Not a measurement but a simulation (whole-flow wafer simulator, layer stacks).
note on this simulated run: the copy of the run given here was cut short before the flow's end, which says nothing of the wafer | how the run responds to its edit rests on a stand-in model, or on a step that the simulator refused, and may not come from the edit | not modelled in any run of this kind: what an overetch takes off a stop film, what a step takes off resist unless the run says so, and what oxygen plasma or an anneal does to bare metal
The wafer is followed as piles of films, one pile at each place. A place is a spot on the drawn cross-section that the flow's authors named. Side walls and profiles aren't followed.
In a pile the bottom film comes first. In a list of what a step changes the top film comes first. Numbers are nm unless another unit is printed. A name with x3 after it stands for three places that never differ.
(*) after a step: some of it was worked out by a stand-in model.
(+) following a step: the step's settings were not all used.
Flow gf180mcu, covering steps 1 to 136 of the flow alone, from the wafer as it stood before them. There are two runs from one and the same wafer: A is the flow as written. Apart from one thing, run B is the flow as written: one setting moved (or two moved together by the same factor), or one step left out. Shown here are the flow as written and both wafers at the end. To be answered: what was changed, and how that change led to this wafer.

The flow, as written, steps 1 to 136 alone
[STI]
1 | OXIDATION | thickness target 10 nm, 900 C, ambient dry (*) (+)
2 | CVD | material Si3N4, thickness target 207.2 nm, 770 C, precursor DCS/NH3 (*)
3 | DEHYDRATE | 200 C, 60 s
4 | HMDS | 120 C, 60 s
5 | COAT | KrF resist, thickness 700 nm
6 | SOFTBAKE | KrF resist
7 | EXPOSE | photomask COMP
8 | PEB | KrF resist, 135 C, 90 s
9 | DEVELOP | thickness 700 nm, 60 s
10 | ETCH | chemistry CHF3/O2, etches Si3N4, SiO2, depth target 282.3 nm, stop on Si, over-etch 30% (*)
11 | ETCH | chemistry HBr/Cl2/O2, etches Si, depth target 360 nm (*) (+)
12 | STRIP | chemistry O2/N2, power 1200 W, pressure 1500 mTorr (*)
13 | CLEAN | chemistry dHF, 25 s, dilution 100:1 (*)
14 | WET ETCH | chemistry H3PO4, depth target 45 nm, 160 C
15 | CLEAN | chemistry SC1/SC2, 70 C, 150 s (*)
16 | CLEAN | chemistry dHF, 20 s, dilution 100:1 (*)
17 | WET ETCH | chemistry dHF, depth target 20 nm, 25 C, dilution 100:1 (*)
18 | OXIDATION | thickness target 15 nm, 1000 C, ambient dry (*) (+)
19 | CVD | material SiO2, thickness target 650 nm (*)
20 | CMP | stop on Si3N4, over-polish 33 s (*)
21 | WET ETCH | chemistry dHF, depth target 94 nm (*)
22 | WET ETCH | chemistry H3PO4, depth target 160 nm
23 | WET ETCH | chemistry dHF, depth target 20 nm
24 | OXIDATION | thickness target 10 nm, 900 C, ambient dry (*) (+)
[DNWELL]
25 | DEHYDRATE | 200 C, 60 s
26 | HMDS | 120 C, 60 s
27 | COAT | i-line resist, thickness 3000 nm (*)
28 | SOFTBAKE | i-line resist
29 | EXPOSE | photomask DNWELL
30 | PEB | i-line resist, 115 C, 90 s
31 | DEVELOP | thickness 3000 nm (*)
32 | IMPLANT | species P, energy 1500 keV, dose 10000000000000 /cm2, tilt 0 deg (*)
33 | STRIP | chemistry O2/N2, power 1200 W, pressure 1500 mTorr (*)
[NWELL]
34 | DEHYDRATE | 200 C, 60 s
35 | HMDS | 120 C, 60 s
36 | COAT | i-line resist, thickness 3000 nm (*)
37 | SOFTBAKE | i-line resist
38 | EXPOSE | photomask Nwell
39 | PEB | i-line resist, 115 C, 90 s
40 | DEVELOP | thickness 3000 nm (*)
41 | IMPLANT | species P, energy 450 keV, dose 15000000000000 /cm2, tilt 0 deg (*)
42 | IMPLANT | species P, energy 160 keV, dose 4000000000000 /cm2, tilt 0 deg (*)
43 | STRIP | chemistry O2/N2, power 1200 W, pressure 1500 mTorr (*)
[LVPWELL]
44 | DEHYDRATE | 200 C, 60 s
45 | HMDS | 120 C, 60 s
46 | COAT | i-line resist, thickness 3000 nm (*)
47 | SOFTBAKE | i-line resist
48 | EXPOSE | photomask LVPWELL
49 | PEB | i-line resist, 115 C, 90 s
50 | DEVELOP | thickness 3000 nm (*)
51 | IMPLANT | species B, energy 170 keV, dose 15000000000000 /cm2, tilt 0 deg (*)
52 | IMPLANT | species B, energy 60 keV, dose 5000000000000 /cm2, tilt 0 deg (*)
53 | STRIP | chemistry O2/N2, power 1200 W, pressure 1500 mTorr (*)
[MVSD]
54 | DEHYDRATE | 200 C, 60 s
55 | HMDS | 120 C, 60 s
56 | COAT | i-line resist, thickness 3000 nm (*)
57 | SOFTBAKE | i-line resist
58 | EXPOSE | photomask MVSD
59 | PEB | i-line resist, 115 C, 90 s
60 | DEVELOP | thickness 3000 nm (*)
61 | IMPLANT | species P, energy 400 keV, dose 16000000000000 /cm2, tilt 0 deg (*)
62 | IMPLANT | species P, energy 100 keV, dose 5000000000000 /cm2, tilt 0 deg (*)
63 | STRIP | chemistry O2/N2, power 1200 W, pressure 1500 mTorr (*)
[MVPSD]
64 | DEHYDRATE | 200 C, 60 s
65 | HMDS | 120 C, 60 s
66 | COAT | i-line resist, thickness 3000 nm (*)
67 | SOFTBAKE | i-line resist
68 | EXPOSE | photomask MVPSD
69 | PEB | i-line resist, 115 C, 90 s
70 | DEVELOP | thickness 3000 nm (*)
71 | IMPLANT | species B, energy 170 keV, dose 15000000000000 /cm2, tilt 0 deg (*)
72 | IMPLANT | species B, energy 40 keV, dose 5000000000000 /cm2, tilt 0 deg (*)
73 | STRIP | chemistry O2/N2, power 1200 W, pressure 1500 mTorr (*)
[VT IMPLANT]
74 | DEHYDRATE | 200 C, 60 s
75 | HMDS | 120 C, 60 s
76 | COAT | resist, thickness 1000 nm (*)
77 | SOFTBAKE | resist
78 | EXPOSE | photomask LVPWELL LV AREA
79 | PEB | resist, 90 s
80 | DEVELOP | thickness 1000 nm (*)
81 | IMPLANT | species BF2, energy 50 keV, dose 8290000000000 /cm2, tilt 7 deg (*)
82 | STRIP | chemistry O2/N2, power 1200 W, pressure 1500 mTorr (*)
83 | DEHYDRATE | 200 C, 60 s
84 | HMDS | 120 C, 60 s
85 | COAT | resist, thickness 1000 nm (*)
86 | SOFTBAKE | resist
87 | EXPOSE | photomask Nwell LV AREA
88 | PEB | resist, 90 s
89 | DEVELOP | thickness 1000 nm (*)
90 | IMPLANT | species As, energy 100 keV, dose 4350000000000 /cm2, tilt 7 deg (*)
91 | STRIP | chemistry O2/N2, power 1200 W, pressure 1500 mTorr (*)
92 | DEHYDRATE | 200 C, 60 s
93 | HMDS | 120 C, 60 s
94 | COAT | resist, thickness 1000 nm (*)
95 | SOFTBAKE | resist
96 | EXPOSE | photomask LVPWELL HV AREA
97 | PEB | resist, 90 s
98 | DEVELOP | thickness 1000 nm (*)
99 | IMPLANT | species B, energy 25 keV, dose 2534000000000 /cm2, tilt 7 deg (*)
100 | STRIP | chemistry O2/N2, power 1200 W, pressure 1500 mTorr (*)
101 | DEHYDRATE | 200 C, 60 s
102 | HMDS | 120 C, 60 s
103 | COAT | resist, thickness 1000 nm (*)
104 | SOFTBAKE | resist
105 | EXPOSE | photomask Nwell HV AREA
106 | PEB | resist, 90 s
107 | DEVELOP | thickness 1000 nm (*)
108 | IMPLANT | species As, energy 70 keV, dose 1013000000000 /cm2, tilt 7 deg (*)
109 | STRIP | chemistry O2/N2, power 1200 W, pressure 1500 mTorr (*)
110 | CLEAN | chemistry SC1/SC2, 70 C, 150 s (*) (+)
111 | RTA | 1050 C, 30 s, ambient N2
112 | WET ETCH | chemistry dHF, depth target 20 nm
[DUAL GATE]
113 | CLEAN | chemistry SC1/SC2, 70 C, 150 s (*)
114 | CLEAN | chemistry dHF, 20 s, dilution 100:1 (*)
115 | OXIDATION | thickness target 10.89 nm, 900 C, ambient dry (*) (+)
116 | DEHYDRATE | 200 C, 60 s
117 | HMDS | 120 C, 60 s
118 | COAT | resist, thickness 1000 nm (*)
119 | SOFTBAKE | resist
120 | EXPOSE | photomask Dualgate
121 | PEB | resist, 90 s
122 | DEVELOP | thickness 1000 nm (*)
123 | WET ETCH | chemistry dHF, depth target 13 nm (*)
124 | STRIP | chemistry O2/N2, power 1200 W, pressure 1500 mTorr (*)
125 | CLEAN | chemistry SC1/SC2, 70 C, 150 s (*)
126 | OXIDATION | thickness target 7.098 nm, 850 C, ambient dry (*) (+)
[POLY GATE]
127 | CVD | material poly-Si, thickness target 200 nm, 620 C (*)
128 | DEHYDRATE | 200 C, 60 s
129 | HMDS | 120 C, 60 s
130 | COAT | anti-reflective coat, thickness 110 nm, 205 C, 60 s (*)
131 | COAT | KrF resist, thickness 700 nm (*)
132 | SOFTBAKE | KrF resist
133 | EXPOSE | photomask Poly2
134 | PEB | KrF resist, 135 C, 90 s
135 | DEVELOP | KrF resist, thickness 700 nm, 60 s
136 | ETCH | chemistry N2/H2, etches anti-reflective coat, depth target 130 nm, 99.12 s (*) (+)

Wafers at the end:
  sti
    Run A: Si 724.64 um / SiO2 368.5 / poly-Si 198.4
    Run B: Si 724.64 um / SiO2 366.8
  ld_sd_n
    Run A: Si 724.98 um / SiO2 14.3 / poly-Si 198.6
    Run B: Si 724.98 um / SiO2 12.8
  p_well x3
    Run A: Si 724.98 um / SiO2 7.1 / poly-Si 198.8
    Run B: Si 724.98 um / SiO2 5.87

What caused this: step 127, CVD: material poly-Si, thickness target 200 nm, 620 C (*), was omitted.

How this came from the change, step by step:
  130 | COAT | anti-reflective coat, thickness 110 nm, 205 C, 60 s (*)
      field__w6: A anti-reflective coat gains 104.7 (new film) | B anti-reflective coat gains 100.5 (new film)
  136 | ETCH | chemistry N2/H2, etches anti-reflective coat, depth target 130 nm, 99.12 s (*) (+)
      sti, mim_1p0 x3: A anti-reflective coat loses 105.8 (all of it), poly-Si loses 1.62 | B anti-reflective coat loses 105.8 (all of it), SiO2 loses 1.62
      p_well x3: A anti-reflective coat loses 121 (all of it), poly-Si loses 1.23 | B anti-reflective coat loses 121 (all of it), SiO2 loses 1.23
      (as well as at 57 more places)
